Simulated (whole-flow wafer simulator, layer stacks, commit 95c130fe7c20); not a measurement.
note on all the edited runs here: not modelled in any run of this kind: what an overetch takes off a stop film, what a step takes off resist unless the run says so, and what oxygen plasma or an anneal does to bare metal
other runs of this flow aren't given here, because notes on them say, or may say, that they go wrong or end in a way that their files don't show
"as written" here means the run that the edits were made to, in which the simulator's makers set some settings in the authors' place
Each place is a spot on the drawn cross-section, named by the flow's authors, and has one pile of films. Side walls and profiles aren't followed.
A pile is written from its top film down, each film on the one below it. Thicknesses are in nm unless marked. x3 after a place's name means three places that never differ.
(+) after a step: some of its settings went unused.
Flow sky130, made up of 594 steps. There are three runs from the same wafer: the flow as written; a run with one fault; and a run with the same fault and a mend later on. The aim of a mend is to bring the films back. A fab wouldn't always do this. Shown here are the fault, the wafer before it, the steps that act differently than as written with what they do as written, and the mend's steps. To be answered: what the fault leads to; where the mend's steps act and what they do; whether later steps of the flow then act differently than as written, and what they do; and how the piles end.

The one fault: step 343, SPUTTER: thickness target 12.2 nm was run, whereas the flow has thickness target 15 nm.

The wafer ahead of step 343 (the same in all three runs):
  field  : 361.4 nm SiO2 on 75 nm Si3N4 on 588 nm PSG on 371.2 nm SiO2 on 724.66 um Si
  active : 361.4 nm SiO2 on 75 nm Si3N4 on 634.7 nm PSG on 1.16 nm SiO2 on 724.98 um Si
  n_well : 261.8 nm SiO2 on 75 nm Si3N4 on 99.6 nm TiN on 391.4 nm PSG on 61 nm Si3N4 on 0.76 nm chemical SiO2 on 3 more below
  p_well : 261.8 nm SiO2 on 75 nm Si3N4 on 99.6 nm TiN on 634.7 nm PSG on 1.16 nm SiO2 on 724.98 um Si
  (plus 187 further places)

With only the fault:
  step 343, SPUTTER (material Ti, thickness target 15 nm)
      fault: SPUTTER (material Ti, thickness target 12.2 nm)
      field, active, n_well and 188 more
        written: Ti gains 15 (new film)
        fault: Ti gains 12.2 (new film)
  Steps later in the flow that act otherwise than as written (10 other steps are not shown; they differ only slightly, by no more than 2% or 0.5 nm, whichever is larger):
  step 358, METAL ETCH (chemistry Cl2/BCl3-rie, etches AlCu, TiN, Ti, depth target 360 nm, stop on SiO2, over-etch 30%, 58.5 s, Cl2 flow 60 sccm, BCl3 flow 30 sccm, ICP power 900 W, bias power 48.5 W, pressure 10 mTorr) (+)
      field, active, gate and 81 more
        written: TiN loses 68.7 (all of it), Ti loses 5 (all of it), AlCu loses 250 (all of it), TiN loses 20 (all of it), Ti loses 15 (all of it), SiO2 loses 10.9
        fault: TiN loses 68.7 (all of it), Ti loses 5 (all of it), AlCu loses 250 (all of it), TiN loses 20 (all of it), Ti loses 12.2 (all of it), SiO2 loses 11.2
  By the end, the piles at n_well, p_well, gate_hv and 104 more depart from the flow's by more than 2% or 0.5 nm, whichever is larger.
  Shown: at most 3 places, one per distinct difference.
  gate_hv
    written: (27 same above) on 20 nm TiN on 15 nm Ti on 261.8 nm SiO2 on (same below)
    fault: (27 same above) on 20 nm TiN on 12.2 nm Ti on 261.8 nm SiO2 on (same below)
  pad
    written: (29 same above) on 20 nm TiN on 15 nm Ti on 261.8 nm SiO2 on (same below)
    fault: (29 same above) on 20 nm TiN on 12.2 nm Ti on 261.8 nm SiO2 on (same below)
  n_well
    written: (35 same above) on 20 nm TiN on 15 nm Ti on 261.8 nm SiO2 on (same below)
    fault: (35 same above) on 20 nm TiN on 12.2 nm Ti on 261.8 nm SiO2 on (same below)

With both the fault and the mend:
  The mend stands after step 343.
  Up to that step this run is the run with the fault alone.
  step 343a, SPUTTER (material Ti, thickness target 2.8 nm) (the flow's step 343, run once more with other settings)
      field, active, n_well and 188 more
        Ti gains 2.8
  None of the later steps of the flow acts differently than as written at any place that is followed.
  At every place that both follow, the piles at the end match the flow's.
